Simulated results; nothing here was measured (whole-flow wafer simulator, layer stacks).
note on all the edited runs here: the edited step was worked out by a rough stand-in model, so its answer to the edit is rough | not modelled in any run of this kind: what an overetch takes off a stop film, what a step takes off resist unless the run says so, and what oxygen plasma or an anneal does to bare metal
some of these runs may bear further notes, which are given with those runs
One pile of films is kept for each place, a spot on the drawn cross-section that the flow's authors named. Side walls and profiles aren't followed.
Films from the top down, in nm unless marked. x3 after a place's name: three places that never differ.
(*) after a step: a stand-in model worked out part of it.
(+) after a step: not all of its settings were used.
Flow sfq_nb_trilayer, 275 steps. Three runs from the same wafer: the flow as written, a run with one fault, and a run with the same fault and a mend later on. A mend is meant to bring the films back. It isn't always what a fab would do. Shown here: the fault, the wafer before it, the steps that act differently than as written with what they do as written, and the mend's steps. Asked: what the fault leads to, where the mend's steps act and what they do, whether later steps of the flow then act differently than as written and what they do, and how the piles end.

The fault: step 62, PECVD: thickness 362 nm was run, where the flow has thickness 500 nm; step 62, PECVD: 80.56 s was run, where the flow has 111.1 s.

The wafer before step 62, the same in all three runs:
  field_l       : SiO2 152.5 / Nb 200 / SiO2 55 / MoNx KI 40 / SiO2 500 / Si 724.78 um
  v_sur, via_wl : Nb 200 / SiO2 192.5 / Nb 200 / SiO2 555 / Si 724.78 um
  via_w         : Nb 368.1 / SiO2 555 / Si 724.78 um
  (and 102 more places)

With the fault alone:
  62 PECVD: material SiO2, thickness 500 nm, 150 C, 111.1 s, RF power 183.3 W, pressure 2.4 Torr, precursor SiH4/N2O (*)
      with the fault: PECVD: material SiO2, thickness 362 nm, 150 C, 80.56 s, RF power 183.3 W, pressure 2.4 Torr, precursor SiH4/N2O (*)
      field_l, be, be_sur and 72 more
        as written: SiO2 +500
        with the fault: SiO2 +362
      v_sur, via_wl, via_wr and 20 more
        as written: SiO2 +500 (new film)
        with the fault: SiO2 +362 (new film)
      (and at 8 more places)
  Later steps of the flow that act differently than as written (11 more steps differ only slightly, by at most 2% or 0.5 nm, whichever is larger, and aren't shown):
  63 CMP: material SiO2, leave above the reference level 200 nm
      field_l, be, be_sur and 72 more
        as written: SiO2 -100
        with the fault: nothing
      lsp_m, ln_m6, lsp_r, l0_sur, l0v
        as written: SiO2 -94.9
        with the fault: nothing
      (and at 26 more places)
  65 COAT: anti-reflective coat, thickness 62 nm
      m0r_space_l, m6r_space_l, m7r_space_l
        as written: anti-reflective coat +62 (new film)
        with the fault: anti-reflective coat +67.4 (new film)
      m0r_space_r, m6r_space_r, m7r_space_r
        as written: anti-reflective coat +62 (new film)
        with the fault: anti-reflective coat +67.5 (new film)
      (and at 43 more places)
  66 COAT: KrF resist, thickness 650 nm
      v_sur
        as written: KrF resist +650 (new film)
        with the fault: KrF resist +636.5 (new film)
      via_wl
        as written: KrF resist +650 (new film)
        with the fault: KrF resist +636.6 (new film)
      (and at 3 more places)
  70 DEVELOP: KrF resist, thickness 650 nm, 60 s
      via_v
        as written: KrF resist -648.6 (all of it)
        with the fault: KrF resist -635.4 (all of it)
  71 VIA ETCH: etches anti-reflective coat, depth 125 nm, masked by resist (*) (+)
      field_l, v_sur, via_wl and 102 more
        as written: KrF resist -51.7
        with the fault: KrF resist -49.2
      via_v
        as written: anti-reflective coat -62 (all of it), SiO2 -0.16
        with the fault: anti-reflective coat -59.1 (all of it), SiO2 -0.15
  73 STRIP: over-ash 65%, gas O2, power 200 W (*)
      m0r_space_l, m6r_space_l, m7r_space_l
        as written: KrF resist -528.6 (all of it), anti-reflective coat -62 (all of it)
        with the fault: KrF resist -535.2 (all of it), anti-reflective coat -67.4 (all of it)
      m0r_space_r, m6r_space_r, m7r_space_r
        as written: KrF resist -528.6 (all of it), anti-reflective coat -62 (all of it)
        with the fault: KrF resist -535.1 (all of it), anti-reflective coat -67.5 (all of it)
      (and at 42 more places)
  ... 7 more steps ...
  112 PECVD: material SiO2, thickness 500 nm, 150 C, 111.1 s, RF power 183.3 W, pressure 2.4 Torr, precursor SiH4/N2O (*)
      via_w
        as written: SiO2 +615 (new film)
        with the fault: SiO2 +629.9 (new film)
  At the end the piles differ from the flow's by more than 2% or 0.5 nm, whichever is larger, at via_w.
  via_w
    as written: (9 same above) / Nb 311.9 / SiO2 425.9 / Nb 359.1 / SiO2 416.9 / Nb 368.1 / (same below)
    with the fault: (9 same above) / Nb 311.9 / SiO2 440.8 / Nb 356.5 / SiO2 404.7 / Nb 368.1 / (same below)

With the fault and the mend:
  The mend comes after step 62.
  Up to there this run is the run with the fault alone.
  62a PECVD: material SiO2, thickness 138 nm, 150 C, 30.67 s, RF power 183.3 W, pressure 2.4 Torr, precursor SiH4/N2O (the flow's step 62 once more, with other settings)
      field_l, v_sur, via_wl and 102 more
        SiO2 +138
      via_w
        SiO2 +131.5
  Later steps of the flow that act differently than as written:
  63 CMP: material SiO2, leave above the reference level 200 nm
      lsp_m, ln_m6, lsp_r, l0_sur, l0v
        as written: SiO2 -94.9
        with the mend: SiO2 -100
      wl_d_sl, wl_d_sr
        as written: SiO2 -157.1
        with the mend: SiO2 -100
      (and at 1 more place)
  At the end the piles are the same as the flow's at every place that both follow.
